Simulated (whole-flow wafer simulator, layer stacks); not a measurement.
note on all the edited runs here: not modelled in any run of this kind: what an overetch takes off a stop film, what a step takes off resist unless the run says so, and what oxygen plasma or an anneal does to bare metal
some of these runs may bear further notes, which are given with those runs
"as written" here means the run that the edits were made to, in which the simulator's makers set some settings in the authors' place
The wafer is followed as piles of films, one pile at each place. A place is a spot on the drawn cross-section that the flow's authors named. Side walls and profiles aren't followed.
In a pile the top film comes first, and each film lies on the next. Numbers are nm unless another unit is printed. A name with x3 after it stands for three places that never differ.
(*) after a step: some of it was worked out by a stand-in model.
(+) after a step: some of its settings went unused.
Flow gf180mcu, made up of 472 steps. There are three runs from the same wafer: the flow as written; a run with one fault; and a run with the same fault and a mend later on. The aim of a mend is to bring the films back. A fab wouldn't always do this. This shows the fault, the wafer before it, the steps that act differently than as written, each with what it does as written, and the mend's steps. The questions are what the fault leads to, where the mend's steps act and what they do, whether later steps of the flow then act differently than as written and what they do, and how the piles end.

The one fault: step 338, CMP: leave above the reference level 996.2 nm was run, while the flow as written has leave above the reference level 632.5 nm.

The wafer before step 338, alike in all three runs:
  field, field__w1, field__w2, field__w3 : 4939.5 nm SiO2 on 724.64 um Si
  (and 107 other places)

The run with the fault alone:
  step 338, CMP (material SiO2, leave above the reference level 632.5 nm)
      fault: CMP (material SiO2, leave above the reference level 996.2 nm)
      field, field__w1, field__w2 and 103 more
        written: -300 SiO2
        fault: nothing
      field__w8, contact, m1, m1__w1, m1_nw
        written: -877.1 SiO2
        fault: -513.4 SiO2
  Steps later in the flow that act otherwise than as written (3 more steps, not shown, differ only slightly: by at most 2% or 0.5 nm, whichever is larger):
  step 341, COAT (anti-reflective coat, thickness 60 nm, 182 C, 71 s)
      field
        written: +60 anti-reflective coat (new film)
        fault: +85.5 anti-reflective coat (new film)
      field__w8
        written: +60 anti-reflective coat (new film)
        fault: +26.4 anti-reflective coat (new film)
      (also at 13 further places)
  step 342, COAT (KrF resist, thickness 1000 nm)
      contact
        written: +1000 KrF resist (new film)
        fault: +976.4 KrF resist (new film)
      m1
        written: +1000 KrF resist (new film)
        fault: +973.6 KrF resist (new film)
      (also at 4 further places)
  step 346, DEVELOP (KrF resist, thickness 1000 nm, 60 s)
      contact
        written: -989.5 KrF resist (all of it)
        fault: -966.1 KrF resist (all of it)
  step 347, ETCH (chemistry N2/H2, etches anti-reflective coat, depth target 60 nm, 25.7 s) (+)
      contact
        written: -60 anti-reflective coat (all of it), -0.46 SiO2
        fault: -30.3 anti-reflective coat (all of it), -1.22 SiO2
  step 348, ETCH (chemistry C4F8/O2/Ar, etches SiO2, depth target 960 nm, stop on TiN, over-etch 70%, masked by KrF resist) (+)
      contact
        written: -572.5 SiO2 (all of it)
        fault: -935.4 SiO2 (all of it)
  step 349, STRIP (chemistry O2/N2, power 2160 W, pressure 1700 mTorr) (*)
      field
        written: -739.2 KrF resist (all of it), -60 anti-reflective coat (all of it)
        fault: -727.4 KrF resist (all of it), -85.5 anti-reflective coat (all of it)
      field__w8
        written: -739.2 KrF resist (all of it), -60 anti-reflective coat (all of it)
        fault: -732.1 KrF resist (all of it), -26.4 anti-reflective coat (all of it)
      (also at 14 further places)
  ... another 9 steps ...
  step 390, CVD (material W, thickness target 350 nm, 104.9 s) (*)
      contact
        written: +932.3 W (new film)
        fault: +994 W (new film)
  By the end, the piles at field, field__w1, field__w2 and 109 more depart from the flow's by more than 2% or 0.5 nm, whichever is larger.
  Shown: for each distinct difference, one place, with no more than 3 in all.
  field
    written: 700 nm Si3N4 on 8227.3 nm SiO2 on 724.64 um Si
    fault: 700 nm Si3N4 on 8588.6 nm SiO2 on 724.64 um Si
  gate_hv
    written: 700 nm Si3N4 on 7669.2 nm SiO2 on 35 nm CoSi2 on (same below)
    fault: 700 nm Si3N4 on 8030.5 nm SiO2 on 35 nm CoSi2 on (same below)
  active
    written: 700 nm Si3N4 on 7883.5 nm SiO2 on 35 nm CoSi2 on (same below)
    fault: 700 nm Si3N4 on 8244.9 nm SiO2 on 35 nm CoSi2 on (same below)

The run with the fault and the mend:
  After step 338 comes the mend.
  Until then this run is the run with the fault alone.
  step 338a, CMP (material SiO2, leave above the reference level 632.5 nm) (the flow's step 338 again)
      field, field__w1, field__w2 and 103 more
        -300 SiO2
      field__w8, contact, m1, m1__w1, m1_nw
        -363.7 SiO2
  None of the later steps of the flow acts differently than as written at any place that is followed.
  The piles end the same as the flow's at every place that both follow.
